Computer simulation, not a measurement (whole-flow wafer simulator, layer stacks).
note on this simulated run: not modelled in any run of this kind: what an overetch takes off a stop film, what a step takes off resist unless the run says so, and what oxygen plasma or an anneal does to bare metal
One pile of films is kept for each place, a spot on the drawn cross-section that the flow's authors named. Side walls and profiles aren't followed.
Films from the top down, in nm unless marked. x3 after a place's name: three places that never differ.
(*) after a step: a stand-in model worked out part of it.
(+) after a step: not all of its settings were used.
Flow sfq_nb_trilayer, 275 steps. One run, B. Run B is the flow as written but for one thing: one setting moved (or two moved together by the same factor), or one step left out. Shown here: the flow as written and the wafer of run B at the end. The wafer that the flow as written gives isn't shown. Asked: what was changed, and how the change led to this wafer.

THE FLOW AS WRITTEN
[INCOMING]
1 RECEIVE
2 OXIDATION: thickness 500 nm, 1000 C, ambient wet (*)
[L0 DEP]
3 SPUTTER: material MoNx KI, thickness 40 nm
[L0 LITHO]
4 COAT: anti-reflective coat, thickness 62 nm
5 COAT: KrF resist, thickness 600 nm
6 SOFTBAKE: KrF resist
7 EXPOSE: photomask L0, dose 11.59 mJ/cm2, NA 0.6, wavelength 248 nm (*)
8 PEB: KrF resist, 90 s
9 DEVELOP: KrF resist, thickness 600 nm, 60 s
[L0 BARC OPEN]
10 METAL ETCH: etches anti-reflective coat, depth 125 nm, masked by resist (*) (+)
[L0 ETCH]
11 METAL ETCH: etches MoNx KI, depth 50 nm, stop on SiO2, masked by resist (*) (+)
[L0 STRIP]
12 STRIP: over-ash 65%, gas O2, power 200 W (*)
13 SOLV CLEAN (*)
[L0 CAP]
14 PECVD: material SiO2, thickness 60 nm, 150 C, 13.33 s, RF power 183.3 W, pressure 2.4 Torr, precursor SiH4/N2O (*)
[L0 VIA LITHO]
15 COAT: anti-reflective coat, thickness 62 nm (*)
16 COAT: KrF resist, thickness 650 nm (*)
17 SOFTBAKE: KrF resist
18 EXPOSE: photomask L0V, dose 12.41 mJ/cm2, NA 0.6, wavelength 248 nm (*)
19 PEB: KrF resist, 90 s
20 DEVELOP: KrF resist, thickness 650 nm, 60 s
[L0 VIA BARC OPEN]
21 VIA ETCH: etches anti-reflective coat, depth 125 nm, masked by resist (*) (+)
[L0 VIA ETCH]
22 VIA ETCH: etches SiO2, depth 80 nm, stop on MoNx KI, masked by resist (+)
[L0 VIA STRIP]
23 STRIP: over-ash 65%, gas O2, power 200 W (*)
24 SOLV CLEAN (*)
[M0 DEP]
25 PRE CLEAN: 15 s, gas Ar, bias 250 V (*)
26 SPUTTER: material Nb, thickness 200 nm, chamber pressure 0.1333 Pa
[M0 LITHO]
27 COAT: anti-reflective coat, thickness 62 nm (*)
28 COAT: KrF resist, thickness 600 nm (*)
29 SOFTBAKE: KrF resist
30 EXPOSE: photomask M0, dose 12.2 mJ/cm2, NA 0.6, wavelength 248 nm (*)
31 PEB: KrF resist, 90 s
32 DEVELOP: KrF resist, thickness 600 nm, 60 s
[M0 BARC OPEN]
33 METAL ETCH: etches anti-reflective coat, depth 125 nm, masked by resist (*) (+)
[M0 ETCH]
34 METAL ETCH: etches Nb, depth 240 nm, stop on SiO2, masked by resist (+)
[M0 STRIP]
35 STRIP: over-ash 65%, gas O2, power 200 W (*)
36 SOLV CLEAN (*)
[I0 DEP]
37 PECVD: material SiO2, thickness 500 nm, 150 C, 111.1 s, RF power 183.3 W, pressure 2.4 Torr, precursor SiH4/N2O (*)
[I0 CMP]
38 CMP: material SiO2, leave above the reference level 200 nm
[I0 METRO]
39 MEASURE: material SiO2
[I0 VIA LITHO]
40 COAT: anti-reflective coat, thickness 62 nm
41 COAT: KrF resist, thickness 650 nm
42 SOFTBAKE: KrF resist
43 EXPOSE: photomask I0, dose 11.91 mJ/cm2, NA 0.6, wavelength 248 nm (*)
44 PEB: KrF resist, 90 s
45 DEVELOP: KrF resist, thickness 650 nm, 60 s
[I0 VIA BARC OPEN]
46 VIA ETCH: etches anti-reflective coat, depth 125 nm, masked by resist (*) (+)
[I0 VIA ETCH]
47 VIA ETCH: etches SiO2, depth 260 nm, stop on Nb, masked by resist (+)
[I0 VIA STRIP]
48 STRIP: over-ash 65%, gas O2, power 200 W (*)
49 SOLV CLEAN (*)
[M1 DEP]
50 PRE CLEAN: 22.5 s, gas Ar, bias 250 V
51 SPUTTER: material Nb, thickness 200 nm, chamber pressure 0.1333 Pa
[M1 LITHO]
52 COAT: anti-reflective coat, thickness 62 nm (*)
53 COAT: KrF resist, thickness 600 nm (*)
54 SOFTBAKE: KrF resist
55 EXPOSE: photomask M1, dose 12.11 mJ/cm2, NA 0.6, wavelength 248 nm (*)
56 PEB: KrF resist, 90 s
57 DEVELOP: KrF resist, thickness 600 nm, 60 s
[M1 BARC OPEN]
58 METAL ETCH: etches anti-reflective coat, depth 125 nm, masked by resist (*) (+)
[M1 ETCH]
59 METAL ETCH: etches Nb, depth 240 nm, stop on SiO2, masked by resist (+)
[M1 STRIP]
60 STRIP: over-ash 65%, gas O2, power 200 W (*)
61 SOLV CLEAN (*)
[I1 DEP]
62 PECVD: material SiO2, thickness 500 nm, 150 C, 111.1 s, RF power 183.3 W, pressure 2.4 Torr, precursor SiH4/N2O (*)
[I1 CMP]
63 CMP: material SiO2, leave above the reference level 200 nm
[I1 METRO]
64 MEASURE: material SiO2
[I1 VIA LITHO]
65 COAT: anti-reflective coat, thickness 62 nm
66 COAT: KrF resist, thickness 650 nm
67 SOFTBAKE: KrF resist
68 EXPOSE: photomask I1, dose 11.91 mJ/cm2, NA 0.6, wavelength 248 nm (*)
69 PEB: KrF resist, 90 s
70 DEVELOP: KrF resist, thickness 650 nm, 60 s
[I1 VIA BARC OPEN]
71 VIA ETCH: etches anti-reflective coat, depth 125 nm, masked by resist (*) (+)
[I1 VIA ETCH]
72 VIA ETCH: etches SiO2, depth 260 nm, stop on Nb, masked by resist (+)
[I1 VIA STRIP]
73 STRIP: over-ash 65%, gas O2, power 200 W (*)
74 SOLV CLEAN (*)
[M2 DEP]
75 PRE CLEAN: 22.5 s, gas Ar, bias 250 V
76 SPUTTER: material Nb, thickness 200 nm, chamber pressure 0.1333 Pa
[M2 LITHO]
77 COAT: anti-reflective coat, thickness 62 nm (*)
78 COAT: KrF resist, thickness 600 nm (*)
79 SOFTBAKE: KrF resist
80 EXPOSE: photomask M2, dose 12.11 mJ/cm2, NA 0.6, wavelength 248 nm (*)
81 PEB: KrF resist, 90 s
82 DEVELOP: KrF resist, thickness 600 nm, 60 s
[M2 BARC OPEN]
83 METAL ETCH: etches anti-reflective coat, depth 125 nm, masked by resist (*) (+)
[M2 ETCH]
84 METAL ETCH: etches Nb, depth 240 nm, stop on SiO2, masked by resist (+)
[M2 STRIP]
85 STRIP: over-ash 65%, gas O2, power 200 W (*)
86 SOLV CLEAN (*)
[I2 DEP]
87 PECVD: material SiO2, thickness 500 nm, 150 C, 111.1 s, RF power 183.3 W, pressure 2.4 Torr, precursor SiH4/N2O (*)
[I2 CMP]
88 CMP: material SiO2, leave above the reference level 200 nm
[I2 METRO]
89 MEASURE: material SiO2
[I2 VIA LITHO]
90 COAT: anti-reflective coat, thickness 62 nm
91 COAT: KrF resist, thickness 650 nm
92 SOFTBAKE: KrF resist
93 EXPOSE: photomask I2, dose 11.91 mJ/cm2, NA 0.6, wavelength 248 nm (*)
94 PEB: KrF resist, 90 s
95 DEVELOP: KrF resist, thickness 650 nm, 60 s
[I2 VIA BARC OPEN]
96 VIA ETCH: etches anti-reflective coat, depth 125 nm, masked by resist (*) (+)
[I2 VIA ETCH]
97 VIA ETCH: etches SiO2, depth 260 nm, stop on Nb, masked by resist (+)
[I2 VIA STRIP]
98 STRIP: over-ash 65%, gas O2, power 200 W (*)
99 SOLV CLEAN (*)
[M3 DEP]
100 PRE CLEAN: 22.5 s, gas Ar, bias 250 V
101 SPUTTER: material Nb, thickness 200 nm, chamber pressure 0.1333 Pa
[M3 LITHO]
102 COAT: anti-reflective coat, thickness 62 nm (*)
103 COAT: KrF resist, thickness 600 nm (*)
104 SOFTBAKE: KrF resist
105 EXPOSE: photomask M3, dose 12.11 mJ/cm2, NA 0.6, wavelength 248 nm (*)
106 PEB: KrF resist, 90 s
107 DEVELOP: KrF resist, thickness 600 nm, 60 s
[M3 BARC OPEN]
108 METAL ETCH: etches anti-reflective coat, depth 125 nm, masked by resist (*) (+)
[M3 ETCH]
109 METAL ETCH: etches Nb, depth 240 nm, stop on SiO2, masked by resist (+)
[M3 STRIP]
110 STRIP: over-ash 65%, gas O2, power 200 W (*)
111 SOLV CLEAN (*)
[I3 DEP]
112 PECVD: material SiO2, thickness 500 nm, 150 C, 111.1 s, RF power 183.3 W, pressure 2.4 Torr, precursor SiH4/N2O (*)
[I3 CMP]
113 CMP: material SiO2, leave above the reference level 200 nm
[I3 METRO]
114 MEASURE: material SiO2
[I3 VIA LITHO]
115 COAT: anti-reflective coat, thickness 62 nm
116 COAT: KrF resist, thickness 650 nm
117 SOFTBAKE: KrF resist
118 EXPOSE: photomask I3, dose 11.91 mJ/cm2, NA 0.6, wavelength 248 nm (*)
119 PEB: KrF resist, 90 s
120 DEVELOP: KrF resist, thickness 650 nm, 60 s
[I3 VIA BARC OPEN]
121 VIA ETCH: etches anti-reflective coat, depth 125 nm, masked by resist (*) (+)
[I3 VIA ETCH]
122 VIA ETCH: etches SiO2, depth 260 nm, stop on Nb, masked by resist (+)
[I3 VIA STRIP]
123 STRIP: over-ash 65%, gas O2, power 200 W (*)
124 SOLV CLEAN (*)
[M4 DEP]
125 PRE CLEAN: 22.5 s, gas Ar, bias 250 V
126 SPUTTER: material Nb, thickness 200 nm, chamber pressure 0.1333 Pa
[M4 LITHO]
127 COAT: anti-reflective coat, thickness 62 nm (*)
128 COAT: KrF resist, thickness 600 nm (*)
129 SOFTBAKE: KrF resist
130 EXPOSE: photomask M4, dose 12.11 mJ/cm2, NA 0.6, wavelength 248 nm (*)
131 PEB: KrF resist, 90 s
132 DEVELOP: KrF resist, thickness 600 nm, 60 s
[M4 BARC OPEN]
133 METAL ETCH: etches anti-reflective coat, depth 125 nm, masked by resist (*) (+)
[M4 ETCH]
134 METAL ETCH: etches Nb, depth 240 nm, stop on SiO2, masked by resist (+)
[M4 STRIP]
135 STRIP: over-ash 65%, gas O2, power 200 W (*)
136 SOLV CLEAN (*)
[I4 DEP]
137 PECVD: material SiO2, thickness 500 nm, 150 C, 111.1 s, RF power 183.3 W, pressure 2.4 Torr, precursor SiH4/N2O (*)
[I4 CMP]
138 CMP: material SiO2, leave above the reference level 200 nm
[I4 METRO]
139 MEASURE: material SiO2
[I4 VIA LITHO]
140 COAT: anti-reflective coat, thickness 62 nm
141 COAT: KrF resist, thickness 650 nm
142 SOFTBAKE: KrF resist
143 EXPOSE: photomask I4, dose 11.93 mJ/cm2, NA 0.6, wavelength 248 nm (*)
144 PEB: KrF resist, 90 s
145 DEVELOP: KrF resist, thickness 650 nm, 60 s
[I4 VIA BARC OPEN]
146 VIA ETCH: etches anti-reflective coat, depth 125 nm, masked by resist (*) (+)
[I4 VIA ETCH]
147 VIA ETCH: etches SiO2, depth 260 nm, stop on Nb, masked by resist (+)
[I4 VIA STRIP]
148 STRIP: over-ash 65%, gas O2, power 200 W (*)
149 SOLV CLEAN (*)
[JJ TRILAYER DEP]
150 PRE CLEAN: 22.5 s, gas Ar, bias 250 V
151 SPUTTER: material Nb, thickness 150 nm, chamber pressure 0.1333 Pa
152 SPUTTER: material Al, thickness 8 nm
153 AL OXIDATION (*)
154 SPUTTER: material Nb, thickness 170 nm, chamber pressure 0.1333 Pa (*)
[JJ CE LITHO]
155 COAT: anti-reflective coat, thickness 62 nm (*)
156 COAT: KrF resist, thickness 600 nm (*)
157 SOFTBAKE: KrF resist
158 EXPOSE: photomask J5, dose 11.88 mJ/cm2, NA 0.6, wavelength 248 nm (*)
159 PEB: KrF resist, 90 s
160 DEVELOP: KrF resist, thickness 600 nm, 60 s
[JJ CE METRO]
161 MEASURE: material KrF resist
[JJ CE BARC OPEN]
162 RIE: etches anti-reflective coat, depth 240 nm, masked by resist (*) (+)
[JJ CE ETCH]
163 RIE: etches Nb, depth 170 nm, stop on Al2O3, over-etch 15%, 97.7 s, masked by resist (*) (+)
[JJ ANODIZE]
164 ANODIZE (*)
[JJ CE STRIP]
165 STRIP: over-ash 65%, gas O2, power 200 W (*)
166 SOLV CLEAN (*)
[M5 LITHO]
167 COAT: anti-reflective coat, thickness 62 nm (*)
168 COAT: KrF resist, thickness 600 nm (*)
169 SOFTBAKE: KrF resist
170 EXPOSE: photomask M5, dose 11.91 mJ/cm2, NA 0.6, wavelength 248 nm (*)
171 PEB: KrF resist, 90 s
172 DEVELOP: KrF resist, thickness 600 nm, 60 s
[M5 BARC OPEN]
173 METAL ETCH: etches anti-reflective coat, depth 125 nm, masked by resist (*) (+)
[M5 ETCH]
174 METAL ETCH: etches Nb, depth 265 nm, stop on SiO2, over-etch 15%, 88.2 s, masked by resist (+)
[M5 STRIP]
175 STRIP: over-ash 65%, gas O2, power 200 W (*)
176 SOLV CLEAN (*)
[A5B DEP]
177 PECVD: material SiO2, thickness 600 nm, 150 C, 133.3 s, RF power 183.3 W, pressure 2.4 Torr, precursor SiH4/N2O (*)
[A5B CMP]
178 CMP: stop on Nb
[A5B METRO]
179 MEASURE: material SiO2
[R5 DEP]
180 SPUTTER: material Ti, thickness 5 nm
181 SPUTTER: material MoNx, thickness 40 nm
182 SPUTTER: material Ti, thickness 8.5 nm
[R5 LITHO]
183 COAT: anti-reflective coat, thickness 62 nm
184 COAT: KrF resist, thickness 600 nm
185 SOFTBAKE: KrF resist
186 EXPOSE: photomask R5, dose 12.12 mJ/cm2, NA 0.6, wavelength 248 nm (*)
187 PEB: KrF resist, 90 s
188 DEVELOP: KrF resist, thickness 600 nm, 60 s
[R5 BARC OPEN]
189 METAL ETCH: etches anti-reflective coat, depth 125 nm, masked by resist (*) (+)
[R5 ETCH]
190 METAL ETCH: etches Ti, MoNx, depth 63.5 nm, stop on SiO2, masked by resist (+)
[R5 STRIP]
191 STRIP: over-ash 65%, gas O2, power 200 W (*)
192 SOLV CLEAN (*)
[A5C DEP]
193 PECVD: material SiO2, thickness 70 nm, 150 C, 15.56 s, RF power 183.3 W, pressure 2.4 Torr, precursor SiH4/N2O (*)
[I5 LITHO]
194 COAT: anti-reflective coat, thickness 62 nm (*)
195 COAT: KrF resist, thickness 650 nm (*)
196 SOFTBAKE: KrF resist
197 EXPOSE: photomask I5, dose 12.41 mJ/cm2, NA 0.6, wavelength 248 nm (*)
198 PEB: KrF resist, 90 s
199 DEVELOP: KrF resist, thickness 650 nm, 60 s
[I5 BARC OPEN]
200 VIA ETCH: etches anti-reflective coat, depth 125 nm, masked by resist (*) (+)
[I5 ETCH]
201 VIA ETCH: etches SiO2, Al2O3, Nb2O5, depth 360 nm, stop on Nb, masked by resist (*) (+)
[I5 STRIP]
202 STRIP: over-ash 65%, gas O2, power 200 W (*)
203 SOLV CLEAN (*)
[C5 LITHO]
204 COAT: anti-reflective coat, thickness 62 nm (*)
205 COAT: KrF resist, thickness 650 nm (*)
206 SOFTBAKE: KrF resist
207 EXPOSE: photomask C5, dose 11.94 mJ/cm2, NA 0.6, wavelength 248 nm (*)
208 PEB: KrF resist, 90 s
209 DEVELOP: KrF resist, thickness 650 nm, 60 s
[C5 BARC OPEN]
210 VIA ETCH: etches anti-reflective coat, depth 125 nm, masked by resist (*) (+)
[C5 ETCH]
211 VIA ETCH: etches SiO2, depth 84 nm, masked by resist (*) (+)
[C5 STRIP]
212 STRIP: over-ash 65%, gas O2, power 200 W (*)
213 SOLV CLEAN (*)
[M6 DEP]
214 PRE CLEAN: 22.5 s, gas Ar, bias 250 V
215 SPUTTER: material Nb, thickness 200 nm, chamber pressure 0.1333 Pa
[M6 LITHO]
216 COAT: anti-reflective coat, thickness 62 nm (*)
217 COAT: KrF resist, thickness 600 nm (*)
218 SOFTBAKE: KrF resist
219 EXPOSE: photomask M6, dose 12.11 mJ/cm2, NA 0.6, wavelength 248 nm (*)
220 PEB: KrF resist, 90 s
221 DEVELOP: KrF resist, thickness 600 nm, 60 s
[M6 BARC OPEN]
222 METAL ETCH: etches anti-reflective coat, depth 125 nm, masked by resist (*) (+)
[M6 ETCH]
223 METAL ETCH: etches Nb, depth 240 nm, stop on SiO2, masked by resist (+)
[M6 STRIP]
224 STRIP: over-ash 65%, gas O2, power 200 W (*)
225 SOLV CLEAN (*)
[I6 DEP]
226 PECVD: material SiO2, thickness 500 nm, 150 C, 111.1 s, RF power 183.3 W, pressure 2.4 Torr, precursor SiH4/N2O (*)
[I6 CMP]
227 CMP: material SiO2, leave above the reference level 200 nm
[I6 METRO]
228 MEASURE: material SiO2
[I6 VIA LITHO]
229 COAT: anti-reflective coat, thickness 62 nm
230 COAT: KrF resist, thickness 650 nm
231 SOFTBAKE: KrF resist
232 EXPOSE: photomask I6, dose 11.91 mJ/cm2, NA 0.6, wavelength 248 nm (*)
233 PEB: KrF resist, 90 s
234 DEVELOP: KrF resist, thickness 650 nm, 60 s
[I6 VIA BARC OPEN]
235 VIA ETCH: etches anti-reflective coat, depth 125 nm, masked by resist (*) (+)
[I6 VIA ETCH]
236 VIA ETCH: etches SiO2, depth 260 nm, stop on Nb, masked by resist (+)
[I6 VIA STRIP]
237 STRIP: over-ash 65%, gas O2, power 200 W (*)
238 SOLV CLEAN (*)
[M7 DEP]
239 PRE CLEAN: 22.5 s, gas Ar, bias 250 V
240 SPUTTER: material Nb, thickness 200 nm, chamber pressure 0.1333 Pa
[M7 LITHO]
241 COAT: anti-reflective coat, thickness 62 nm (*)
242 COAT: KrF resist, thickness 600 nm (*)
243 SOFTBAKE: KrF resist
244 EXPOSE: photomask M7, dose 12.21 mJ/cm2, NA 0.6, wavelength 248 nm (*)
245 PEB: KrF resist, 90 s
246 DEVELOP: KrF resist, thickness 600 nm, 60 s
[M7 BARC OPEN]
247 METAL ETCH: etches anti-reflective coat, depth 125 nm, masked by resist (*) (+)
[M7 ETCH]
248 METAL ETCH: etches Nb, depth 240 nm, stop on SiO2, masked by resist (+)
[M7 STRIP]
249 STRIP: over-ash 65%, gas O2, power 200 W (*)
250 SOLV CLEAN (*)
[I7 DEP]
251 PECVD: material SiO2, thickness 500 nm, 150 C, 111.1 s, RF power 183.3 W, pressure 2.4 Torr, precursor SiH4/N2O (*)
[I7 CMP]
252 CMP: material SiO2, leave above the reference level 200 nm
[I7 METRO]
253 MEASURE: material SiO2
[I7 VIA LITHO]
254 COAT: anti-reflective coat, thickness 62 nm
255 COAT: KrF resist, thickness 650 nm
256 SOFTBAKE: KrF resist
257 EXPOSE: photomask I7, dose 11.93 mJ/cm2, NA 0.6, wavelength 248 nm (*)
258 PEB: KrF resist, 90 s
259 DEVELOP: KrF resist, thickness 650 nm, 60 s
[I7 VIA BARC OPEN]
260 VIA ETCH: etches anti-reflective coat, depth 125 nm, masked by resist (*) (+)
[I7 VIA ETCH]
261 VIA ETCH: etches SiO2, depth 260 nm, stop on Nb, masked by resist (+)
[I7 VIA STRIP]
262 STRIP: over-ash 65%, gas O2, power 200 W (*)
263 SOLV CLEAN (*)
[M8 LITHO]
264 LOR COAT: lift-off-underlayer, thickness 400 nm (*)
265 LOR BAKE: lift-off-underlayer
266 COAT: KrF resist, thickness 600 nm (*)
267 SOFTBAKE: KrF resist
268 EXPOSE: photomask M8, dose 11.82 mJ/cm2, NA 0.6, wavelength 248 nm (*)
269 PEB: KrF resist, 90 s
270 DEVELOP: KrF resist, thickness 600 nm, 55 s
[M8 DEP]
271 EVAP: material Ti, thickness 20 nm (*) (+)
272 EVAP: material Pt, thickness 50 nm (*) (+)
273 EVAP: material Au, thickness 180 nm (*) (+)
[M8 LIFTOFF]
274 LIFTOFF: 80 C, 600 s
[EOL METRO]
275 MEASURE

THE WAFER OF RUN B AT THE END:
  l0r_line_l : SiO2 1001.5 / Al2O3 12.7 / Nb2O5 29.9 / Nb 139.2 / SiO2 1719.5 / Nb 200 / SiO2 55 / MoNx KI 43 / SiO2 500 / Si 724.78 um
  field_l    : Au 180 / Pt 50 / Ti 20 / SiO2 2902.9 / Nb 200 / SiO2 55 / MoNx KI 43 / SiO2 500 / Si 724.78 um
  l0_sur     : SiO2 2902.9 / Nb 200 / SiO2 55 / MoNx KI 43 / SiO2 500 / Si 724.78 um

The cause: step 3, SPUTTER: thickness 43 nm was run, where the flow has thickness 40 nm.
It can be read off the wafer: l0r_line_l has MoNx KI 43, and step 3 as written asks for 40 nm.

How the change led to this, step by step:
  3 SPUTTER: material MoNx KI, thickness 40 nm
      field_l, v_sur, via_wl and 103 more: MoNx KI +43 (new film) (as written it would be: MoNx KI +40 (new film))
  11 METAL ETCH: etches MoNx KI, depth 50 nm, stop on SiO2, masked by resist (*) (+)
      v_sur, via_wl, via_w and 97 more: MoNx KI -43 (all of it) (as written it would be: MoNx KI -40 (all of it))
